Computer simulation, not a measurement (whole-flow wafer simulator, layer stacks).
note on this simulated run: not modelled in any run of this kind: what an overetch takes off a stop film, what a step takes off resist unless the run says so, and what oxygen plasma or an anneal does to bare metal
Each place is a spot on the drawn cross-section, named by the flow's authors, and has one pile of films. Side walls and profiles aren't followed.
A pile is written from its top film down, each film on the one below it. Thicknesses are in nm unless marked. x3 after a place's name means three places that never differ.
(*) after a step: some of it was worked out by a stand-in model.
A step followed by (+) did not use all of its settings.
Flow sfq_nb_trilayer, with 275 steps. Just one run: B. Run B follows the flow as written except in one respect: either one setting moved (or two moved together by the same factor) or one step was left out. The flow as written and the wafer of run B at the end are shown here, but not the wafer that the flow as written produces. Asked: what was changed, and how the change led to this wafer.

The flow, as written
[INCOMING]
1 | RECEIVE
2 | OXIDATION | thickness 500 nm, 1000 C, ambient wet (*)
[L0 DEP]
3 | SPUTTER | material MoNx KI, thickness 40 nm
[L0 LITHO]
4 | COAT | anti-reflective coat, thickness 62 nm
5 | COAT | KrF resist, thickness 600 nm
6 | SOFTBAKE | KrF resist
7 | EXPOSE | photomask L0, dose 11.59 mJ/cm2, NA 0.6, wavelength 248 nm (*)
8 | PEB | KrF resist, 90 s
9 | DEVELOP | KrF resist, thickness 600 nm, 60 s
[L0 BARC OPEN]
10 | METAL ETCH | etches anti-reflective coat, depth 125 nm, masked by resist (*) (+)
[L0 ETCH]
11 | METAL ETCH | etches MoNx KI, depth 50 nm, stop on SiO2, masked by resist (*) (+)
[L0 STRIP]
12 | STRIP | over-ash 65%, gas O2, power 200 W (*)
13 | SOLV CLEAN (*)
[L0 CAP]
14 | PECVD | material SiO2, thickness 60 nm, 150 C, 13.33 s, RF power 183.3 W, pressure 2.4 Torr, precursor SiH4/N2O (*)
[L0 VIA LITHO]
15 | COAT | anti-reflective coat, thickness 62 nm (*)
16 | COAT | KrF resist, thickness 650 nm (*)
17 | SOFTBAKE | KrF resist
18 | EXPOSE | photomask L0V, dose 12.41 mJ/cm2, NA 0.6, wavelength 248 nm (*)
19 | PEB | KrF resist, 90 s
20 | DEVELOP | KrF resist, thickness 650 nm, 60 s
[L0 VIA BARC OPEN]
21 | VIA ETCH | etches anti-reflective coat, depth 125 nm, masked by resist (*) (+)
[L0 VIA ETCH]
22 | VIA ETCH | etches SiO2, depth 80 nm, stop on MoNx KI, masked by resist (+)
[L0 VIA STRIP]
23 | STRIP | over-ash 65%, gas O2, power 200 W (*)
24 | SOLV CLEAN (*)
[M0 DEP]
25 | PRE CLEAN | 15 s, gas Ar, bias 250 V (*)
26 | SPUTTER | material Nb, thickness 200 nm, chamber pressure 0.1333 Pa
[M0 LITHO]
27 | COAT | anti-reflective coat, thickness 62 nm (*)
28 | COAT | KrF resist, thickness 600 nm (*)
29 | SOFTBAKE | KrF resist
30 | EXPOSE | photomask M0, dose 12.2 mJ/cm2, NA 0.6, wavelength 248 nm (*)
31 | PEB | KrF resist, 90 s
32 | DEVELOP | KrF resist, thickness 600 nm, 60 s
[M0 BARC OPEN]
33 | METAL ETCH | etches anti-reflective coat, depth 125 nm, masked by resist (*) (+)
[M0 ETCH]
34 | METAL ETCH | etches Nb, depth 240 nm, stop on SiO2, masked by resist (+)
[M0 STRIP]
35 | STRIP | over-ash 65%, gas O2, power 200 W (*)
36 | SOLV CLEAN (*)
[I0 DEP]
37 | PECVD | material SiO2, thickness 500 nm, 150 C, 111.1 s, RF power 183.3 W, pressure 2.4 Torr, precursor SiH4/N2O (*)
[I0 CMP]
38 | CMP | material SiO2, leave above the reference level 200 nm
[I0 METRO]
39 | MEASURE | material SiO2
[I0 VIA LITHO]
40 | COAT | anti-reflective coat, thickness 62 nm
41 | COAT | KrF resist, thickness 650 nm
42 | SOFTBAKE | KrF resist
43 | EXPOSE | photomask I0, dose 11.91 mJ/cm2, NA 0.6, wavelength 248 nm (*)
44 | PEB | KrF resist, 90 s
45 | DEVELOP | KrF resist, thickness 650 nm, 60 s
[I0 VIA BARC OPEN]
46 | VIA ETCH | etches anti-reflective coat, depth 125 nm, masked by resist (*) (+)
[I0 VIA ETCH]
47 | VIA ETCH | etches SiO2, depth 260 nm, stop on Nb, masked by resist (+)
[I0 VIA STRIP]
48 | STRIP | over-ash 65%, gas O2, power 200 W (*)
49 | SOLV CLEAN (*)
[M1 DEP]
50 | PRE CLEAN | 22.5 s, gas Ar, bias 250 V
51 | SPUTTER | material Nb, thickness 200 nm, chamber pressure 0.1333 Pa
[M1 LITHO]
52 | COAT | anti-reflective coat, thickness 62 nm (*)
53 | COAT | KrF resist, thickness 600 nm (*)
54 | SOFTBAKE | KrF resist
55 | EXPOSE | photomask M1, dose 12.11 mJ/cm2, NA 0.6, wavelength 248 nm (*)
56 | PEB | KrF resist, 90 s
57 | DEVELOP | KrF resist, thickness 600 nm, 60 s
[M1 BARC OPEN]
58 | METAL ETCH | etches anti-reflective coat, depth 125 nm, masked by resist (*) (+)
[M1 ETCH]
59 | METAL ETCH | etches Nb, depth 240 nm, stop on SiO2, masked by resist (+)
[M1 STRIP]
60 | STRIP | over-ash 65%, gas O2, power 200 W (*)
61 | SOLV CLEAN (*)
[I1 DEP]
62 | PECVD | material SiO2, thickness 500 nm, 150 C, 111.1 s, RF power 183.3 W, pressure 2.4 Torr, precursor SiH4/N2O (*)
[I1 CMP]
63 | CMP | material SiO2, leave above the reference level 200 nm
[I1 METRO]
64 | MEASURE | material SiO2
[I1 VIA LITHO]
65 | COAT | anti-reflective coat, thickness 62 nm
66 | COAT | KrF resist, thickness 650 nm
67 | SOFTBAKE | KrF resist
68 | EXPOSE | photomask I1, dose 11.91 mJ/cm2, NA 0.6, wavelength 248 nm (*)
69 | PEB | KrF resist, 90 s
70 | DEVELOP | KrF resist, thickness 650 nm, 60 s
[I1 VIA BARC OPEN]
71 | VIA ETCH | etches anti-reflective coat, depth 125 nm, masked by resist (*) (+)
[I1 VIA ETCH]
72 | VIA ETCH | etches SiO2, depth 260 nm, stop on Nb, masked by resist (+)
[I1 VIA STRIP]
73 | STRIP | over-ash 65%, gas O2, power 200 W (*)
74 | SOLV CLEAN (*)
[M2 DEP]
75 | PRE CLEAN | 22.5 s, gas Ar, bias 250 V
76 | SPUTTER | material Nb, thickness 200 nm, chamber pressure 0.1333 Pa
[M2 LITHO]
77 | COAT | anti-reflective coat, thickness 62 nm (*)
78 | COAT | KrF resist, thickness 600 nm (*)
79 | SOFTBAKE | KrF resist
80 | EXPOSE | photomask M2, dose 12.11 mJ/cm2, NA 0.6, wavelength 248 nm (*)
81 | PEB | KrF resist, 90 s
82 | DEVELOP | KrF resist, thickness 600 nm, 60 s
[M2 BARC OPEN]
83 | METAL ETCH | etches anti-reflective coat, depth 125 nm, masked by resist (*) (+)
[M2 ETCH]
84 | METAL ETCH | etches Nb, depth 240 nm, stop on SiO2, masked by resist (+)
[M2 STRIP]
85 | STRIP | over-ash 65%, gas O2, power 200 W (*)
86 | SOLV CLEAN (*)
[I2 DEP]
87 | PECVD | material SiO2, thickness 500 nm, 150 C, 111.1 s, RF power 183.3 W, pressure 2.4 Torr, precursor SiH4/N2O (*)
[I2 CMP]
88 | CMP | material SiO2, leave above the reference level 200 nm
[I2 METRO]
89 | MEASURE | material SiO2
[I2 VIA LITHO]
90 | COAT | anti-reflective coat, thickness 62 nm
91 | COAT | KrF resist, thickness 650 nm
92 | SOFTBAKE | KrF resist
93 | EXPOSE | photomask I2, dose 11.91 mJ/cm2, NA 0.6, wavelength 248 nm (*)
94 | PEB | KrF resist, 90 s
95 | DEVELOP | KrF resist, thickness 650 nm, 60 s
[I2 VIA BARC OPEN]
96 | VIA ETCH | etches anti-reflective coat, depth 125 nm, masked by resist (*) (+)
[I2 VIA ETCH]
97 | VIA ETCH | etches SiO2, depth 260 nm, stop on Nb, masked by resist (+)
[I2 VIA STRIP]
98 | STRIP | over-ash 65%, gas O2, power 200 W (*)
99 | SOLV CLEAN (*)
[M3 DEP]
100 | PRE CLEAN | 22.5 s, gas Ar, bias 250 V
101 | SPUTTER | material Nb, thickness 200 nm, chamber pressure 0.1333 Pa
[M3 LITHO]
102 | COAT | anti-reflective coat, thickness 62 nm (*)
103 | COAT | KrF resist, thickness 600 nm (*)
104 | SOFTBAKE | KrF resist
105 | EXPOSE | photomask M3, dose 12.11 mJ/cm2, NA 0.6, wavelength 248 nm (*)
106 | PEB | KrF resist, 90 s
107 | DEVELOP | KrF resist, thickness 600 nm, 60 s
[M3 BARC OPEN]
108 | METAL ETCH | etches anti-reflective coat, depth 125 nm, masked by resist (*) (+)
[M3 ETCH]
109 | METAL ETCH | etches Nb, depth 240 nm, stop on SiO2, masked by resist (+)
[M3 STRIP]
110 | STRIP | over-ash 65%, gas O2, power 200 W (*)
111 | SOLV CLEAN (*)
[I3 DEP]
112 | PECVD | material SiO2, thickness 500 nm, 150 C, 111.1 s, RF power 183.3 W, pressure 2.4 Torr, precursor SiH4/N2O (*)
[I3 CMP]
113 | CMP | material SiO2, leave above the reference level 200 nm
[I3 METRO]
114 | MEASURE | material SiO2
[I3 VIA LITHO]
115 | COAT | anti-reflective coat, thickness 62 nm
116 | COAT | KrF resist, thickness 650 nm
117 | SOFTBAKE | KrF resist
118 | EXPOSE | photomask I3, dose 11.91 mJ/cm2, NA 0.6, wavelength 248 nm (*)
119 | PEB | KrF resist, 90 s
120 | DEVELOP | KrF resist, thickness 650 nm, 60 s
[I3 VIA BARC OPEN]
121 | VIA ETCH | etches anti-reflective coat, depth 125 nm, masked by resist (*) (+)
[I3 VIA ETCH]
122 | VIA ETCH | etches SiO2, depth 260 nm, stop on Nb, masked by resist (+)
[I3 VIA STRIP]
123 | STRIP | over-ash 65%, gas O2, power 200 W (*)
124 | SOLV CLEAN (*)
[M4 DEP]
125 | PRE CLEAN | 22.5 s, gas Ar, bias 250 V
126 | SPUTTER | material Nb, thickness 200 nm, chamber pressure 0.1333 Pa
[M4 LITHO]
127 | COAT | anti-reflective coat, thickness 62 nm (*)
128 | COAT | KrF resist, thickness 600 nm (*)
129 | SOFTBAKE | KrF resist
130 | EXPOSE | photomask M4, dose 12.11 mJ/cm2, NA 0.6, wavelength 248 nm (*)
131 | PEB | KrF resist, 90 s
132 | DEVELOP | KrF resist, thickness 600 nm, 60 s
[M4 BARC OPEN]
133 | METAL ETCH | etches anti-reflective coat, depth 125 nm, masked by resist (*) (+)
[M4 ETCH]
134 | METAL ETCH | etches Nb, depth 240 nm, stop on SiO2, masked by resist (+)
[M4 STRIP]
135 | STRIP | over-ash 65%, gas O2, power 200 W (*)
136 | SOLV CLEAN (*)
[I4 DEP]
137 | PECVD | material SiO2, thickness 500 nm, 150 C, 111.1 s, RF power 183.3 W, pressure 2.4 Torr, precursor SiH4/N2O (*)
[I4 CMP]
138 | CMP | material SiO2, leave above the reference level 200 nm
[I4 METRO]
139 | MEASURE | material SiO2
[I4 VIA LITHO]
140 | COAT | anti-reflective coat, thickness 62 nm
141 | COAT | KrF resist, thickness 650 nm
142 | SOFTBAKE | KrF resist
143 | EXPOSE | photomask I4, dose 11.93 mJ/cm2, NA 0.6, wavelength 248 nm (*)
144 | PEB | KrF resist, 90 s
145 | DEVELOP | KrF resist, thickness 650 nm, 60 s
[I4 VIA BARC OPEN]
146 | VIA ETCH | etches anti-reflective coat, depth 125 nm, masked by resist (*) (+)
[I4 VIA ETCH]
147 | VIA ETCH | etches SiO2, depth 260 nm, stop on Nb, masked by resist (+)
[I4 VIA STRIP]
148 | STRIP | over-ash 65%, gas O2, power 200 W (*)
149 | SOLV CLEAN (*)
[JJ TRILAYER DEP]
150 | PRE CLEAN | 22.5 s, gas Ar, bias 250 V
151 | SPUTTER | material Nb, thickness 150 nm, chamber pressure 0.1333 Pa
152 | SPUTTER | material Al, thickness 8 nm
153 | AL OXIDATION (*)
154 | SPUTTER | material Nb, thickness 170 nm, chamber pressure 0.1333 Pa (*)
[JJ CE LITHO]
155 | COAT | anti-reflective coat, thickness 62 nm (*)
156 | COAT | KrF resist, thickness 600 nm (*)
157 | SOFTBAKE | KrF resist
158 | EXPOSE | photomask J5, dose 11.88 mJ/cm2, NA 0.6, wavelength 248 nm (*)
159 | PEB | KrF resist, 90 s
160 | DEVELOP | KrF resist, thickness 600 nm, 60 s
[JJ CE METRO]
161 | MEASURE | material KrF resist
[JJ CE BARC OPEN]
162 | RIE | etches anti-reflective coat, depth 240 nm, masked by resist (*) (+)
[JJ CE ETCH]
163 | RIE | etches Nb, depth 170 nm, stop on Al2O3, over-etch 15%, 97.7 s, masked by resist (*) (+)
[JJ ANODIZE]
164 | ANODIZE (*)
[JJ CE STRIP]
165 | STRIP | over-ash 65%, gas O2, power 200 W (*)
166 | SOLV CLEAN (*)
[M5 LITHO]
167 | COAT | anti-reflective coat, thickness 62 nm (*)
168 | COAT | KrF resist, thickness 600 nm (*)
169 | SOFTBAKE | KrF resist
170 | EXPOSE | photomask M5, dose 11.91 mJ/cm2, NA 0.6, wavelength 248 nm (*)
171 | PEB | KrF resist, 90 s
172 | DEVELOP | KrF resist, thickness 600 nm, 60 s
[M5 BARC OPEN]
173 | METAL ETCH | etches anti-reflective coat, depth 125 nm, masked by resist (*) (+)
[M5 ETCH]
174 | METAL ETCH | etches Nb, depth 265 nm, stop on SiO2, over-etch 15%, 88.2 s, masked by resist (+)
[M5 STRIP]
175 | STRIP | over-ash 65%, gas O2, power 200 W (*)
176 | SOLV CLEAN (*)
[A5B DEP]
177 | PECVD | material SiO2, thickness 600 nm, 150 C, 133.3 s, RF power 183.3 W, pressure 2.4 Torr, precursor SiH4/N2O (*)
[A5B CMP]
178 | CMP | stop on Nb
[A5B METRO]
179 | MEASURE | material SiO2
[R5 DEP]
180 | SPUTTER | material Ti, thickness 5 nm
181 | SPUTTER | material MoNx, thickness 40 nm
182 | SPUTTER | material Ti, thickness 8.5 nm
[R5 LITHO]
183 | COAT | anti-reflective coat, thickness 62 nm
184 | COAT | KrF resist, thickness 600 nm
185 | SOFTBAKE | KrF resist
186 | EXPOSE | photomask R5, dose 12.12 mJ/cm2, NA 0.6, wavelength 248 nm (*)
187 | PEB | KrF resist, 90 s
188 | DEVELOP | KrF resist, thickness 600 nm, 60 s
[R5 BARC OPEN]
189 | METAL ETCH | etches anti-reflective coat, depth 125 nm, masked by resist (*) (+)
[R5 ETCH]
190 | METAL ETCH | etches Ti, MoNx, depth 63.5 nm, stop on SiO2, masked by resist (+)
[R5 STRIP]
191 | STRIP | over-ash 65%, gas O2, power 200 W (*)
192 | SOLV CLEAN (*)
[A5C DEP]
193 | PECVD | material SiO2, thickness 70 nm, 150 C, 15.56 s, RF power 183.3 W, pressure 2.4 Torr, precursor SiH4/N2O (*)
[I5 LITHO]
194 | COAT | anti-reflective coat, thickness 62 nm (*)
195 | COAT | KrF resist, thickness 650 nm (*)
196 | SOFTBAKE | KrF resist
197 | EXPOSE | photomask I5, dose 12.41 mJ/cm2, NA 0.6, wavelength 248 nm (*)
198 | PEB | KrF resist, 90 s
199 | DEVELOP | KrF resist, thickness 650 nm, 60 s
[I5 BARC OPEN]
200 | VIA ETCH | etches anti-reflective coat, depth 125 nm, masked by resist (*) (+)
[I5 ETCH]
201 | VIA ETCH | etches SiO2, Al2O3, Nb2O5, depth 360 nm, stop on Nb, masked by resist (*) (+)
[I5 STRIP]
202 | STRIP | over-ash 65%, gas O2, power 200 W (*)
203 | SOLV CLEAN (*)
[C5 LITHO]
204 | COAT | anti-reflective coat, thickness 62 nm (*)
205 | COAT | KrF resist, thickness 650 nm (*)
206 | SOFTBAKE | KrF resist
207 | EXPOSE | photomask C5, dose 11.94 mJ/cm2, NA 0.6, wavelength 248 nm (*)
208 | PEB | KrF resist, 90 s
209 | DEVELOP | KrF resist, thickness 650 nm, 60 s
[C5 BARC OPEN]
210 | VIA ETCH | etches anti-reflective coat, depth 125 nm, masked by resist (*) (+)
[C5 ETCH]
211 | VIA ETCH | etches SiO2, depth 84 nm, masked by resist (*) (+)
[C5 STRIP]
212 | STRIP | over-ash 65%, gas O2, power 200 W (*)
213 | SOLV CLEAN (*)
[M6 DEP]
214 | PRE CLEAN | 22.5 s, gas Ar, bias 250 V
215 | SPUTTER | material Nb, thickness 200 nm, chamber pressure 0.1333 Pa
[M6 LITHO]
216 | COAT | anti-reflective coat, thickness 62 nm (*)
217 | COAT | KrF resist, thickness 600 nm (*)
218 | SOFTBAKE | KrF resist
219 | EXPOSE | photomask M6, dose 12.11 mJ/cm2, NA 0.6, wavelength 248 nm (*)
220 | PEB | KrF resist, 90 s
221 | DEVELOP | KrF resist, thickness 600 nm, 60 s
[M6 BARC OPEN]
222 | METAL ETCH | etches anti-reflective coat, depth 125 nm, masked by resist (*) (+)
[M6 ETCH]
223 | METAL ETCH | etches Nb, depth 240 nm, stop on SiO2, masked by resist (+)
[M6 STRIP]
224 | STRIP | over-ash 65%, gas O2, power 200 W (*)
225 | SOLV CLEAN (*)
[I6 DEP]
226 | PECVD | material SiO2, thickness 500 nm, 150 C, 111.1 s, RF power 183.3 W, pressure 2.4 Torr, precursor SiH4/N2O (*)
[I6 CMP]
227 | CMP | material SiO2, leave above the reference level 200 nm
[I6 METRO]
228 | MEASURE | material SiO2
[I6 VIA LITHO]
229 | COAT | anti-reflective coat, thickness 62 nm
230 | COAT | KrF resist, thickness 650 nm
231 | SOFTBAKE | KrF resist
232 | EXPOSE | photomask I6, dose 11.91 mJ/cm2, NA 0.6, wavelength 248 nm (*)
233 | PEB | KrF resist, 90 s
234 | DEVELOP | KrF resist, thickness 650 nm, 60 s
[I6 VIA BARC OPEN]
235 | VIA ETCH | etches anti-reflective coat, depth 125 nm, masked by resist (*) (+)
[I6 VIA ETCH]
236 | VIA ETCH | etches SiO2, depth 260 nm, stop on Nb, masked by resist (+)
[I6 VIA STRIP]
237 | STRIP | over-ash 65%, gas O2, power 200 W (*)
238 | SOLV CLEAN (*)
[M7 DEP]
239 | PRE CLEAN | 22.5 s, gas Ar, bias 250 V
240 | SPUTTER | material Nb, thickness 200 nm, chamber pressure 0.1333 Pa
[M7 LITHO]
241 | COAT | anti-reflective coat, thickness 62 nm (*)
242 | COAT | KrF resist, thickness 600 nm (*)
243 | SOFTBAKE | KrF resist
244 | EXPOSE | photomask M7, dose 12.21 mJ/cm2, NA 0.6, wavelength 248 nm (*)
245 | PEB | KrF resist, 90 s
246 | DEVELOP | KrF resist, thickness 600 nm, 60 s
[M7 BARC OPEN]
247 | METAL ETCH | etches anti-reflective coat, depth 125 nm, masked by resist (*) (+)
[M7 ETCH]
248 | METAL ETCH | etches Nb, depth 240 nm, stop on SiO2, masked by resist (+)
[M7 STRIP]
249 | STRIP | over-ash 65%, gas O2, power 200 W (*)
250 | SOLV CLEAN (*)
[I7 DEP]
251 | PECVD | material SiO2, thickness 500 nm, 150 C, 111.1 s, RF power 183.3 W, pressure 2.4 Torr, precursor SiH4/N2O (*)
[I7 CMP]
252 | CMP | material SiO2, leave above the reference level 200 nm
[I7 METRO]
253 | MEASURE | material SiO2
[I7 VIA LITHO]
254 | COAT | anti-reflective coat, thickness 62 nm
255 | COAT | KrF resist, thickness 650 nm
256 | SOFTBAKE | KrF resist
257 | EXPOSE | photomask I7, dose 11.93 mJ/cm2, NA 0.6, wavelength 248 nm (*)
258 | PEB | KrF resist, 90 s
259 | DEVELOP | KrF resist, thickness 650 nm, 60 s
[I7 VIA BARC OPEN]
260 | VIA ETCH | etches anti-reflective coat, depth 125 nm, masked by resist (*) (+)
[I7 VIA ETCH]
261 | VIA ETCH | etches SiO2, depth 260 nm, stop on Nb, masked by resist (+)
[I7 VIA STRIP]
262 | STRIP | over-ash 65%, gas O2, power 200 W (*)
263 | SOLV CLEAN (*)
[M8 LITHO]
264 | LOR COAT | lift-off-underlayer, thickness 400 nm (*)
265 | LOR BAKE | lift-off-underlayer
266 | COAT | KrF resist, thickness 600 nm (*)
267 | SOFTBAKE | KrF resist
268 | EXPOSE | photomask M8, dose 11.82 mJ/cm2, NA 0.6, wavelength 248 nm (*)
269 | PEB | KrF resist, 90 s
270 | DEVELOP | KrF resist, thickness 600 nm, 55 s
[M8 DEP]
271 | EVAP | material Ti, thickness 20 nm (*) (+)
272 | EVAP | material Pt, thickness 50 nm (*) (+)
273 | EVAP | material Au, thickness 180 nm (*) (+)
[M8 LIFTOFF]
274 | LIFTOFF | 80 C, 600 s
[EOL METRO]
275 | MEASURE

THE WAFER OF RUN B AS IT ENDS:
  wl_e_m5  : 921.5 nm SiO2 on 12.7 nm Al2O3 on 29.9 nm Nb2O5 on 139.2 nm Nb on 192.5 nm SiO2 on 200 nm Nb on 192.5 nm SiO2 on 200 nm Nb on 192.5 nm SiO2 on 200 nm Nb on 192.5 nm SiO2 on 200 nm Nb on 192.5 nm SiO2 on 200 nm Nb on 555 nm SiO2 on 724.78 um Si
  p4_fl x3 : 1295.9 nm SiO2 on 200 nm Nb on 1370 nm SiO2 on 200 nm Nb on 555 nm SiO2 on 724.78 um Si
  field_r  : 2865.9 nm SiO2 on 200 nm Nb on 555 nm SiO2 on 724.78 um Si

The reason: step 240, SPUTTER: thickness 120 nm was run, whereas the flow has thickness 200 nm.

The path from the change to this, step by step:
  240 | SPUTTER | material Nb, thickness 200 nm, chamber pressure 0.1333 Pa
      field_l, v_sur, via_wl and 102 more: +120 Nb (new film) (as written it would have been: +200 Nb (new film))
      via_v: +96.5 Nb (as written it would have been: +161.1 Nb)
  241 | COAT | anti-reflective coat, thickness 62 nm (*)
      via_v: +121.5 anti-reflective coat (new film) (as written it would have been: +126 anti-reflective coat (new film))
  248 | METAL ETCH | etches Nb, depth 240 nm, stop on SiO2, masked by resist (+)
      field_l, field_r, lsp_l and 62 more: -120 Nb (all of it) (as written it would have been: -200 Nb (all of it))
      v_sur, via_wl, via_w and 38 more: -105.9 KrF resist (as written it would have been: -141.2 KrF resist)
  249 | STRIP | over-ash 65%, gas O2, power 200 W (*)
      wl_j_sl, wl_jj, wl_j_sr and 14 more: -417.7 KrF resist (all of it), -62 anti-reflective coat (all of it) (as written it would have been: -382.4 KrF resist (all of it), -62 anti-reflective coat (all of it))
      ln_m5, lsp_m, ln_m6: -417.2 KrF resist (all of it), -61.8 anti-reflective coat (all of it) (as written it would have been: -381.9 KrF resist (all of it), -61.8 anti-reflective coat (all of it))
      (as well as at 21 more places)
  251 | PECVD | material SiO2, thickness 500 nm, 150 C, 111.1 s, RF power 183.3 W, pressure 2.4 Torr, precursor SiH4/N2O (*)
      m7r_space_l x2: +500 SiO2 (as written it would have been: +557.1 SiO2)
      via_v: +596.9 SiO2 (new film) (as written it would have been: +621 SiO2 (new film))
  252 | CMP | material SiO2, leave above the reference level 200 nm
      field_l, p4_fl x3, p4_w1 x9 and 46 more: -180 SiO2 (as written it would have been: -100 SiO2)
      field_r, lsp_l: -166.6 SiO2 (as written it would have been: -77.7 SiO2)
      (as well as at 5 more places)
